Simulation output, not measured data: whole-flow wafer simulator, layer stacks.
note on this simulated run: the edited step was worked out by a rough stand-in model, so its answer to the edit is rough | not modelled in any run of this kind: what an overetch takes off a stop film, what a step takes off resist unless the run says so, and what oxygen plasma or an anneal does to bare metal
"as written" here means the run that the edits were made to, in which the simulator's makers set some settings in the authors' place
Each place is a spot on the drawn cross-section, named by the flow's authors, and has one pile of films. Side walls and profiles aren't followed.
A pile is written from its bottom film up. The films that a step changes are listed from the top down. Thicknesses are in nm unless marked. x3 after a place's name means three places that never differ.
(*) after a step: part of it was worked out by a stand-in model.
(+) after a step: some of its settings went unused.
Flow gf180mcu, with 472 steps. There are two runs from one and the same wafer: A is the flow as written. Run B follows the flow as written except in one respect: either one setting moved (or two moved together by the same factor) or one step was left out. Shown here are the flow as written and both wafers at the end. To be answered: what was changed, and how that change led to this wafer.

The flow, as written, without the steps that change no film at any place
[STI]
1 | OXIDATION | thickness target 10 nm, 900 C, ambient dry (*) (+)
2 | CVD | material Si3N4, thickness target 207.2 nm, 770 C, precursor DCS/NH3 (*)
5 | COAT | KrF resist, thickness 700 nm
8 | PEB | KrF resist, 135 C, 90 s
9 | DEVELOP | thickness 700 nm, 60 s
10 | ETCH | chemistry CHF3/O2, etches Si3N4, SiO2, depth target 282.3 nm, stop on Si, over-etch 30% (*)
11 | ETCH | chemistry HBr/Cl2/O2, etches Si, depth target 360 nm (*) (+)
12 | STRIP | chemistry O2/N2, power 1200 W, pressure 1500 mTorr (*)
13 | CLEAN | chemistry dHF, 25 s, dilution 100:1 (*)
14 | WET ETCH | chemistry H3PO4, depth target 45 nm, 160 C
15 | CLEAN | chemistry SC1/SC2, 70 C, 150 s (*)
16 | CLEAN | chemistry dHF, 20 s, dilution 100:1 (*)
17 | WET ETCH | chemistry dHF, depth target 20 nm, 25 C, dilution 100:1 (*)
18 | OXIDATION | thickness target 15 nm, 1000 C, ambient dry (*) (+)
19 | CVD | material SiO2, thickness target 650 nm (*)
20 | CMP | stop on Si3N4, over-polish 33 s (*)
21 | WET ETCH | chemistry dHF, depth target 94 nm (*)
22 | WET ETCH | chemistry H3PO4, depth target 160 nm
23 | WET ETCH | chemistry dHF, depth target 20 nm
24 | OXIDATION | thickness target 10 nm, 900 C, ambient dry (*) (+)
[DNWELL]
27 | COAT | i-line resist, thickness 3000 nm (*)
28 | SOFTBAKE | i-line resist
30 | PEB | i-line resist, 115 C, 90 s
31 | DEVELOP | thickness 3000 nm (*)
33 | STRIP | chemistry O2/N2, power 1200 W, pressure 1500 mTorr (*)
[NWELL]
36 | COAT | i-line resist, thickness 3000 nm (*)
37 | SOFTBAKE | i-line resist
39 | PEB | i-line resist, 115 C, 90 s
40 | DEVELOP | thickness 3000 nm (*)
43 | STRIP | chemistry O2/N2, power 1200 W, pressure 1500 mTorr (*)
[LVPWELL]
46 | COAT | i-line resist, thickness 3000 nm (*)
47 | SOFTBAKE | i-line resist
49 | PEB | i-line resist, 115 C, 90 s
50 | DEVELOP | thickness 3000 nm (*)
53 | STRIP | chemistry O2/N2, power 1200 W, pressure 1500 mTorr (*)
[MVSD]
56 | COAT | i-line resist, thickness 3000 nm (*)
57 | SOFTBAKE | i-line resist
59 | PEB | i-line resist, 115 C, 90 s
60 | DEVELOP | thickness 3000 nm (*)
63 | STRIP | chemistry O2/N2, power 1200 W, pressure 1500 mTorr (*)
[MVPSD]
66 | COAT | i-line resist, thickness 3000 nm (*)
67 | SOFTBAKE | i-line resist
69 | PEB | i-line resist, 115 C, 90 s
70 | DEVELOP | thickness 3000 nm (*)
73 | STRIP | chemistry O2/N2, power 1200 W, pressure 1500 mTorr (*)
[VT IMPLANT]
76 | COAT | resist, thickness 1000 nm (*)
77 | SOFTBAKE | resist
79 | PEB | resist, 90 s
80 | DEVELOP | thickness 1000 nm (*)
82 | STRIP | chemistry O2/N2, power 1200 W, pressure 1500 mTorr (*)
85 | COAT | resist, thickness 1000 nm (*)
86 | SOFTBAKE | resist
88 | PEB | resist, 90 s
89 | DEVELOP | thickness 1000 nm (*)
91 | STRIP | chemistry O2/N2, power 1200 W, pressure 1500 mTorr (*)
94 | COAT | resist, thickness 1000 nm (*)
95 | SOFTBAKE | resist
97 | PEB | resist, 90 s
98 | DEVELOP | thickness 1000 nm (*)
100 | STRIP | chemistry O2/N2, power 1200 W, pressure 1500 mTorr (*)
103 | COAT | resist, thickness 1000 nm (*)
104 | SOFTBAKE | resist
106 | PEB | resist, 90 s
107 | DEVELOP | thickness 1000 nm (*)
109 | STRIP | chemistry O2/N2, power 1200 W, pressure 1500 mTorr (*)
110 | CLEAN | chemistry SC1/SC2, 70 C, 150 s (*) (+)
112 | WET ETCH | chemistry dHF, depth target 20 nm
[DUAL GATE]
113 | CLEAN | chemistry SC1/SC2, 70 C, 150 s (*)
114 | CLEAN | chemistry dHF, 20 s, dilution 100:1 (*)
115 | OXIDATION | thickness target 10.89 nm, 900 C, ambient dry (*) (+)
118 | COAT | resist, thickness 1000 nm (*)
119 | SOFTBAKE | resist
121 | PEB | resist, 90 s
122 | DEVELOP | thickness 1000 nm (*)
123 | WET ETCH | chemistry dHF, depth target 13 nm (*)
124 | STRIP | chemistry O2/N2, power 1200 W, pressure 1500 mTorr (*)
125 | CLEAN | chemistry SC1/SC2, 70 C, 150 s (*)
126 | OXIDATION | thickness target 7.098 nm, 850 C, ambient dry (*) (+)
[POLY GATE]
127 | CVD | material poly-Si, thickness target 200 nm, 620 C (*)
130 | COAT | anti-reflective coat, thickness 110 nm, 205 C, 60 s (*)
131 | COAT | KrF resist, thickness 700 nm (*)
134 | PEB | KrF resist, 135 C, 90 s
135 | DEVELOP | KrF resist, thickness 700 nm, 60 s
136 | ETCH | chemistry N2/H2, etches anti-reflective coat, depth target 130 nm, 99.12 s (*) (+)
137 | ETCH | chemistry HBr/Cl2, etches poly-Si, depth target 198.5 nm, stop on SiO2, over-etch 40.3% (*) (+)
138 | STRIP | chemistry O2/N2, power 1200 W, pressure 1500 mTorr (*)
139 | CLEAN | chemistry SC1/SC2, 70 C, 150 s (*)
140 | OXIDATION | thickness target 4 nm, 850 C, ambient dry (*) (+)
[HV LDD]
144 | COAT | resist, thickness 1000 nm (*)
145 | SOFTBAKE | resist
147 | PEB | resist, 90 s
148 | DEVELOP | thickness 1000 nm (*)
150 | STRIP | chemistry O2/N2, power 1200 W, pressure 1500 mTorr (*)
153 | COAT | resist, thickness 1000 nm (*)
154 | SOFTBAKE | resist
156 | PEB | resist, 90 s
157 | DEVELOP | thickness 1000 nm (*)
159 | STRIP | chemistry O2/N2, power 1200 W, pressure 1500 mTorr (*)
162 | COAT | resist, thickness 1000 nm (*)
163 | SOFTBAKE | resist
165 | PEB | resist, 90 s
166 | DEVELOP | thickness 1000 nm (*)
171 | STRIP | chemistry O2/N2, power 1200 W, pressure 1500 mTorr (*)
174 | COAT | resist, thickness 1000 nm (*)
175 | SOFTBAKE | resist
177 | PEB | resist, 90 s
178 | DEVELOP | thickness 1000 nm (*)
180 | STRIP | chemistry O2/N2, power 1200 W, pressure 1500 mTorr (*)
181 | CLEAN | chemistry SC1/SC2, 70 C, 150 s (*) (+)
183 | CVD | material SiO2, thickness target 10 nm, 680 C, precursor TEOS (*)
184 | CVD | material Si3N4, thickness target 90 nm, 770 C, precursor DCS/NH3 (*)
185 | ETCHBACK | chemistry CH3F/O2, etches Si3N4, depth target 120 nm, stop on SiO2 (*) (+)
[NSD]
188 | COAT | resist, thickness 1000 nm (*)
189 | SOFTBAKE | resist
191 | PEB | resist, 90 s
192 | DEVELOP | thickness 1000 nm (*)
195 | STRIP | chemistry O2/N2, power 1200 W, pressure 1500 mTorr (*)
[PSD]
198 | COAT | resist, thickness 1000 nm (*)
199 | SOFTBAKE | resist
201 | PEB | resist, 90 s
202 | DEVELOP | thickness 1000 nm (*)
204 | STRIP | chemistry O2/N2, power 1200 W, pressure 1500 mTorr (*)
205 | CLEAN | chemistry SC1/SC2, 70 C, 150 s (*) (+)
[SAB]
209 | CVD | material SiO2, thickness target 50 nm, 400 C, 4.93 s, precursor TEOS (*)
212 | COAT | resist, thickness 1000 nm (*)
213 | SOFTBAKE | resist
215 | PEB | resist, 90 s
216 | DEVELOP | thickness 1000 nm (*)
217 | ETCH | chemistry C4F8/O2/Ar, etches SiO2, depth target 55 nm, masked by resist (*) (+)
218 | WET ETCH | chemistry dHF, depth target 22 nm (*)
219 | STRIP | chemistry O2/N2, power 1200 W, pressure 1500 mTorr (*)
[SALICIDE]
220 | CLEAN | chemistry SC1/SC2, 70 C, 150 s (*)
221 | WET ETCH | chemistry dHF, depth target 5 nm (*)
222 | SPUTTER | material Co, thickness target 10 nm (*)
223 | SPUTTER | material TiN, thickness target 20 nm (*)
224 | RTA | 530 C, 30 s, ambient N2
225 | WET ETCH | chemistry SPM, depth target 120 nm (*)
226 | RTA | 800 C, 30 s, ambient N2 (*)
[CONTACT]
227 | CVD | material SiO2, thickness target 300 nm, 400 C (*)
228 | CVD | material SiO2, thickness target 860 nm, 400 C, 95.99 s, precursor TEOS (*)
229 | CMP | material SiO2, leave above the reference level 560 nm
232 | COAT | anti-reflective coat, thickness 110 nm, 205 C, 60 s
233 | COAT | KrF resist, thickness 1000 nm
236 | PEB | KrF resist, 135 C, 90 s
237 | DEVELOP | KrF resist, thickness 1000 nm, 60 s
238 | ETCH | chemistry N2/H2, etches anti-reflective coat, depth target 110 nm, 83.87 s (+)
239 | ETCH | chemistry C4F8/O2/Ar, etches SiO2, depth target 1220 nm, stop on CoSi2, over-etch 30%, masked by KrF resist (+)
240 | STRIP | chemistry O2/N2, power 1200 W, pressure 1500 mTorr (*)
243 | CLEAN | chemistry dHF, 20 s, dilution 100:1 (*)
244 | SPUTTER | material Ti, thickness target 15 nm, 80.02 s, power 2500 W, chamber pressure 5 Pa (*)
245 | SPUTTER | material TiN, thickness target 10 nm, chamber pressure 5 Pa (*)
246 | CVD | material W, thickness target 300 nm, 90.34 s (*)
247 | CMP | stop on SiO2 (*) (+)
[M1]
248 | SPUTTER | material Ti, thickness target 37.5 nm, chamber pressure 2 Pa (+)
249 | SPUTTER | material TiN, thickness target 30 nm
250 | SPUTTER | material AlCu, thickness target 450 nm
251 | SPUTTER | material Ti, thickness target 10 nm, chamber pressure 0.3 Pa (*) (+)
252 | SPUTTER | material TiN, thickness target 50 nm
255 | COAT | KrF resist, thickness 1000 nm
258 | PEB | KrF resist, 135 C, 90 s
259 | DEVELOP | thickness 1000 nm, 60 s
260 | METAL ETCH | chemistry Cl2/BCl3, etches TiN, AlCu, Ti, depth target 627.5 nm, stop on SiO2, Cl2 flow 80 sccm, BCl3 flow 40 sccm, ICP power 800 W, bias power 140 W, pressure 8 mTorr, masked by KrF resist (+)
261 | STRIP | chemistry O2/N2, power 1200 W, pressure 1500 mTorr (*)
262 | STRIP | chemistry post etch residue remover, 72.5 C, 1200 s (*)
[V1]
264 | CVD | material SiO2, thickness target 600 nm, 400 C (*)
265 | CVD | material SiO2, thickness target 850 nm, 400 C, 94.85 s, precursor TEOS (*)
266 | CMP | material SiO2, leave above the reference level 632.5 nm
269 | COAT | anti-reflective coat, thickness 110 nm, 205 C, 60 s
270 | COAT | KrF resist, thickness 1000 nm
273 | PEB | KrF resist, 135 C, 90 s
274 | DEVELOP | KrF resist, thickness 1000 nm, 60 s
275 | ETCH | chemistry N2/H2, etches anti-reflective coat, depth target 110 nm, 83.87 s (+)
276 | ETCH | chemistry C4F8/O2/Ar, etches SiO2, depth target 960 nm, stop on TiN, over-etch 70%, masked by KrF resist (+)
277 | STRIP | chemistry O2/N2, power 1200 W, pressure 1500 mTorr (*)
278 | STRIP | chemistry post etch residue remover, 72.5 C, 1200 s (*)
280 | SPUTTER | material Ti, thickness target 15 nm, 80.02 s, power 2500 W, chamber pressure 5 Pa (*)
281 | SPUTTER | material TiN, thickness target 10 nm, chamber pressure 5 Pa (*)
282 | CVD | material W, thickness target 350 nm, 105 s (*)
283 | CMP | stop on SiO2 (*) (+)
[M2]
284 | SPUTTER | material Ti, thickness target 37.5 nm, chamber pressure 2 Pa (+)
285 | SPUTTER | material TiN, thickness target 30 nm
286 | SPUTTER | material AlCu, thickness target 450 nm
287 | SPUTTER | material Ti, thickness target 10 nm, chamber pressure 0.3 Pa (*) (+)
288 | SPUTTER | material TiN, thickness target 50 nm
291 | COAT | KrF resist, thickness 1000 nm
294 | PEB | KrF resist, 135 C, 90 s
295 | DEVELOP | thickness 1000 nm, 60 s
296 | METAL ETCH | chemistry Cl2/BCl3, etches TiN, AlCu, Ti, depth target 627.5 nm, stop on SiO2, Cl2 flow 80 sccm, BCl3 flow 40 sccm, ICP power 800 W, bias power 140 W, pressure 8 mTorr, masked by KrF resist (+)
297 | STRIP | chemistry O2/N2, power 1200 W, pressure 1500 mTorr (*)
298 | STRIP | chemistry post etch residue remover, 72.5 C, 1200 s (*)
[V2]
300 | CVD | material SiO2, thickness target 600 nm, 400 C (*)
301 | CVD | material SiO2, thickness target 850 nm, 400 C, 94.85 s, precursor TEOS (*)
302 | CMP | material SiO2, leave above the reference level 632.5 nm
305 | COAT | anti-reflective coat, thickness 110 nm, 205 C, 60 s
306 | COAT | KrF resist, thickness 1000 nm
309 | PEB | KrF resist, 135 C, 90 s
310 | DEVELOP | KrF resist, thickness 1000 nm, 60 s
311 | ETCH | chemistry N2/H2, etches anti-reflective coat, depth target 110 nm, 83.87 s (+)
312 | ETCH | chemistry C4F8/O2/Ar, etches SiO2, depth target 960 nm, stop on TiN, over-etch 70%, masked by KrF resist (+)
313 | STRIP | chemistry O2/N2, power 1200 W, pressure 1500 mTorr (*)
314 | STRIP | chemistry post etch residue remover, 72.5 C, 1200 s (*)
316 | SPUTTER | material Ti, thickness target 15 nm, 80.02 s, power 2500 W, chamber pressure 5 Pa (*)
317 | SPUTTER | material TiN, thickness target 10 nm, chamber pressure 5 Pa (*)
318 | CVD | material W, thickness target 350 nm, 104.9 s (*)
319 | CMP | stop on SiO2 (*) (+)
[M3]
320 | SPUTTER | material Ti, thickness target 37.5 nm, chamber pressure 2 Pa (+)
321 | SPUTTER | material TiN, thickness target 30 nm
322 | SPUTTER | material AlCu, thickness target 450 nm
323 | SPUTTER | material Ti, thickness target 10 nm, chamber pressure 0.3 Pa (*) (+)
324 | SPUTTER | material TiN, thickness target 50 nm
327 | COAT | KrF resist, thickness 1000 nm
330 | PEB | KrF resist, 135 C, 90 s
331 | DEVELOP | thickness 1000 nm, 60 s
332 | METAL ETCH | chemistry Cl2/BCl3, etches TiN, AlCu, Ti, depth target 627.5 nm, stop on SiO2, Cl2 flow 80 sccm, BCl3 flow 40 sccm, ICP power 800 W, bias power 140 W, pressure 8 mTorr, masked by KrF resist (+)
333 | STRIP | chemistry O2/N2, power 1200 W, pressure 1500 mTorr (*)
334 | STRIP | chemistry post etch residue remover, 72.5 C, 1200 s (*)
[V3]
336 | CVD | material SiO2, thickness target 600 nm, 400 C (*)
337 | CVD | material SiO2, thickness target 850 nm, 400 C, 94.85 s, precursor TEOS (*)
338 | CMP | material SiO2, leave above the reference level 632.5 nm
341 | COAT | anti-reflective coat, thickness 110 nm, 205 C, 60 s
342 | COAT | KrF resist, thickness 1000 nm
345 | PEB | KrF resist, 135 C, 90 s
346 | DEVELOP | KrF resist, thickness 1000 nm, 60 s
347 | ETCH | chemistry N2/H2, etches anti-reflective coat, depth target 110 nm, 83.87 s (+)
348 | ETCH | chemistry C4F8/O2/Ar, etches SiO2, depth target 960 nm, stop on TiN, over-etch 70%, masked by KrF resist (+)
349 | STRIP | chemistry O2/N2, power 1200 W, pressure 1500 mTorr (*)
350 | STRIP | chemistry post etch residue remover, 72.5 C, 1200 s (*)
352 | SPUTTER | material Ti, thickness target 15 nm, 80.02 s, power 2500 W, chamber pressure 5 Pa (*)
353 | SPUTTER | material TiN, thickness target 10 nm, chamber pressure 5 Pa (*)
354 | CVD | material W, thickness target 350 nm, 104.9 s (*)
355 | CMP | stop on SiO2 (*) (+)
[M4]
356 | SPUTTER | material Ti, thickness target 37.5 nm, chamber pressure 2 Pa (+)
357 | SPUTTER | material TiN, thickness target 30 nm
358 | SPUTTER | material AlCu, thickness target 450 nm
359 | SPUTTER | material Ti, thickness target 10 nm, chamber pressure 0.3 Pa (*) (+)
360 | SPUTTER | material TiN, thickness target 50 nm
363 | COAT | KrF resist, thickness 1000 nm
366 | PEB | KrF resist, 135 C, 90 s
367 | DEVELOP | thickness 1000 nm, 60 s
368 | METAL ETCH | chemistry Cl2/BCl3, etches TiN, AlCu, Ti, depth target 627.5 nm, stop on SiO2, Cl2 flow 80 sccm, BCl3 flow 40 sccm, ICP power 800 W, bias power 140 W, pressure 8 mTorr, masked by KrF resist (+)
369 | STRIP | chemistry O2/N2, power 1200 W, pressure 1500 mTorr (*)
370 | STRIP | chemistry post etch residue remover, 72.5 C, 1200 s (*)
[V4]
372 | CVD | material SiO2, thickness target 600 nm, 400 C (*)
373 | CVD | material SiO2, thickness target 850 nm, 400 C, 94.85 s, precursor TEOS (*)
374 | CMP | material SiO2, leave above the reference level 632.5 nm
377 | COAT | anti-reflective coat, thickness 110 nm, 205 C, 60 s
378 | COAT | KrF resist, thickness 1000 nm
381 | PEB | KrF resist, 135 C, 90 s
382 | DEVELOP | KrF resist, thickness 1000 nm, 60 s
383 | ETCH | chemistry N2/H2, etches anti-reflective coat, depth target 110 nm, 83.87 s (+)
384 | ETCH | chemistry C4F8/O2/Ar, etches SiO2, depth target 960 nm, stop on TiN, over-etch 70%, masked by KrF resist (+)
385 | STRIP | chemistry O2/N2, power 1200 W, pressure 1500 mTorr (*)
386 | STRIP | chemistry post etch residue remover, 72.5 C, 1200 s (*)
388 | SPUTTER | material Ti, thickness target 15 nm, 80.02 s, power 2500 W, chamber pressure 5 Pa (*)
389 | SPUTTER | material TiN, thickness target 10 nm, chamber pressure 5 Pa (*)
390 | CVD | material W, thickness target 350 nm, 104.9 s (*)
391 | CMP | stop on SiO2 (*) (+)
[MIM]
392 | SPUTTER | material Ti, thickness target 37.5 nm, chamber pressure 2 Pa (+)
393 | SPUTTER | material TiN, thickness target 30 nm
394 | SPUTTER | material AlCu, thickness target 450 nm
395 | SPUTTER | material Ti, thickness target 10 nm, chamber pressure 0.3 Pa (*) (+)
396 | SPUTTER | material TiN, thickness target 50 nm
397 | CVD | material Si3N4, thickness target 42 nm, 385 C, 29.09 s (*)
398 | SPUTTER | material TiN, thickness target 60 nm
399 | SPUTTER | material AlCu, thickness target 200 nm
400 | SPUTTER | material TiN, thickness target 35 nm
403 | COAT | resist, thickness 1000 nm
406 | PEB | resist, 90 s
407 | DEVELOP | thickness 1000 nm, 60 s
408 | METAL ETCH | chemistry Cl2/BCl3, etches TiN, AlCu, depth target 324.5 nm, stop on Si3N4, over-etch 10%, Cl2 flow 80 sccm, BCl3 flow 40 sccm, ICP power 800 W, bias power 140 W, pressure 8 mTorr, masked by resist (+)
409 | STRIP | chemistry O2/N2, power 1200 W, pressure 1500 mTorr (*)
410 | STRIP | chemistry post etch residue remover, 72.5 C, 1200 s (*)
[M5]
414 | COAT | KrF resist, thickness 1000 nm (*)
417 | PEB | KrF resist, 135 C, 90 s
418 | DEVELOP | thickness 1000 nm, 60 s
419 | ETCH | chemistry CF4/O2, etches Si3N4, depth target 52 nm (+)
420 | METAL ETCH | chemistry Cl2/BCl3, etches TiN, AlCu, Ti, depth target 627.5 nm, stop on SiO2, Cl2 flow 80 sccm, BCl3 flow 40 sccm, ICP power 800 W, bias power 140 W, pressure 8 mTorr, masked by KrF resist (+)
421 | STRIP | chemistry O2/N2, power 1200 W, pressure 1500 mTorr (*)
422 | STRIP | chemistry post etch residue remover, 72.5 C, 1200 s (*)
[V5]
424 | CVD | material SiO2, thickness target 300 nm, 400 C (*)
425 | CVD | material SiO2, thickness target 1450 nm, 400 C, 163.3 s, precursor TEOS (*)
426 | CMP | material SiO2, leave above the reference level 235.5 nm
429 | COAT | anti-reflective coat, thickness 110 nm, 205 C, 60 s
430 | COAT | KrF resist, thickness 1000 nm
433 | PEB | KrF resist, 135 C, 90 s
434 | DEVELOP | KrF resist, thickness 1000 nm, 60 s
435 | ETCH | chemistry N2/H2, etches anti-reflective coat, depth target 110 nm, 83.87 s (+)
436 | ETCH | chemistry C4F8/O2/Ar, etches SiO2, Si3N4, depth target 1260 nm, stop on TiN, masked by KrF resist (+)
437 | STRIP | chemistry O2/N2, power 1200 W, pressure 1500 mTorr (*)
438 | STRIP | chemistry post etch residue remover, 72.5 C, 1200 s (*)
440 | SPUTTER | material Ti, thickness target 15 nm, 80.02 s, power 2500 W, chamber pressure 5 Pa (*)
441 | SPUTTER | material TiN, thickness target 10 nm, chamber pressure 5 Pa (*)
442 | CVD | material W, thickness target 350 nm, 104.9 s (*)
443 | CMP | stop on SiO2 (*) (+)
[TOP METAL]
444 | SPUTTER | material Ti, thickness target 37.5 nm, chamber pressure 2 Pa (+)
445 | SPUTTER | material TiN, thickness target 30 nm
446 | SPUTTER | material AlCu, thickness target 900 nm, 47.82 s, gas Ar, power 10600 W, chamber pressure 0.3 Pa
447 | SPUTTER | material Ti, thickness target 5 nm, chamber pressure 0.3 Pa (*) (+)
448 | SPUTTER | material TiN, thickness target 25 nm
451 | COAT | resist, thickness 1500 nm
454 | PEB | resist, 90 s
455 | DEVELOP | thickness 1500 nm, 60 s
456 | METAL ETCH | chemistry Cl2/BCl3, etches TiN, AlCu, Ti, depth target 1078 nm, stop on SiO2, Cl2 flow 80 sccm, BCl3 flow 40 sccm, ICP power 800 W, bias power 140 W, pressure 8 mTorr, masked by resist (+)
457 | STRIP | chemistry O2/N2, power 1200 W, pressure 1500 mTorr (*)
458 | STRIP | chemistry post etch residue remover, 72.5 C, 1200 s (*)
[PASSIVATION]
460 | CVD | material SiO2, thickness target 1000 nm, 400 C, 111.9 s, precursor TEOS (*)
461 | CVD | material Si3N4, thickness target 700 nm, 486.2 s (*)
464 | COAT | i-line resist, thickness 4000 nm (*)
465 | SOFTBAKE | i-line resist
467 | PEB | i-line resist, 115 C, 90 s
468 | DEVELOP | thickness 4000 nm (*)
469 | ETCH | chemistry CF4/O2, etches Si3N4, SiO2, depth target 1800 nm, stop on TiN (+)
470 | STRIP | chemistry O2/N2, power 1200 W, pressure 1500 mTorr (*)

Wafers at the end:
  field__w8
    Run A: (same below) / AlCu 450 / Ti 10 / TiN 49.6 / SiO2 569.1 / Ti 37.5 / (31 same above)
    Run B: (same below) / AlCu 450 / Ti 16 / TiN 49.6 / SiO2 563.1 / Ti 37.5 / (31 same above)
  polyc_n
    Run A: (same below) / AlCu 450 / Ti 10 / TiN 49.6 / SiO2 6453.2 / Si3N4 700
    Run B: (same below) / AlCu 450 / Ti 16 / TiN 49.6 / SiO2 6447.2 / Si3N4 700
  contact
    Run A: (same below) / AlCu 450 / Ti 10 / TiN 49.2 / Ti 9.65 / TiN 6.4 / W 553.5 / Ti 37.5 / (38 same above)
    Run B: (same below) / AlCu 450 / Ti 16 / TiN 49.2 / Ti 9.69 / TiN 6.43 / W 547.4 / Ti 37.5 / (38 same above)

Cause: step 251, SPUTTER: thickness target 16 nm was run, while the flow as written has thickness target 10 nm.
The wafer lets one read it off: field__w8 has Ti 16, and step 251 as written asks for 10 nm.

Step by step, how the change led to this:
  251 | SPUTTER | material Ti, thickness target 10 nm, chamber pressure 0.3 Pa (*) (+)
      field, field__w1, field__w2 and 108 more: A +10 Ti (new film) | B +16 Ti (new film)
  260 | METAL ETCH | chemistry Cl2/BCl3, etches TiN, AlCu, Ti, depth target 627.5 nm, stop on SiO2, Cl2 flow 80 sccm, BCl3 flow 40 sccm, ICP power 800 W, bias power 140 W, pressure 8 mTorr, masked by KrF resist (+)
      field, field__w1, field__w2 and 99 more: A -50 TiN (all of it), -10 Ti (all of it), -450 AlCu (all of it), -30 TiN (all of it), -37.5 Ti (all of it) | B -50 TiN (all of it), -16 Ti (all of it), -450 AlCu (all of it), -30 TiN (all of it), -37.5 Ti (all of it)
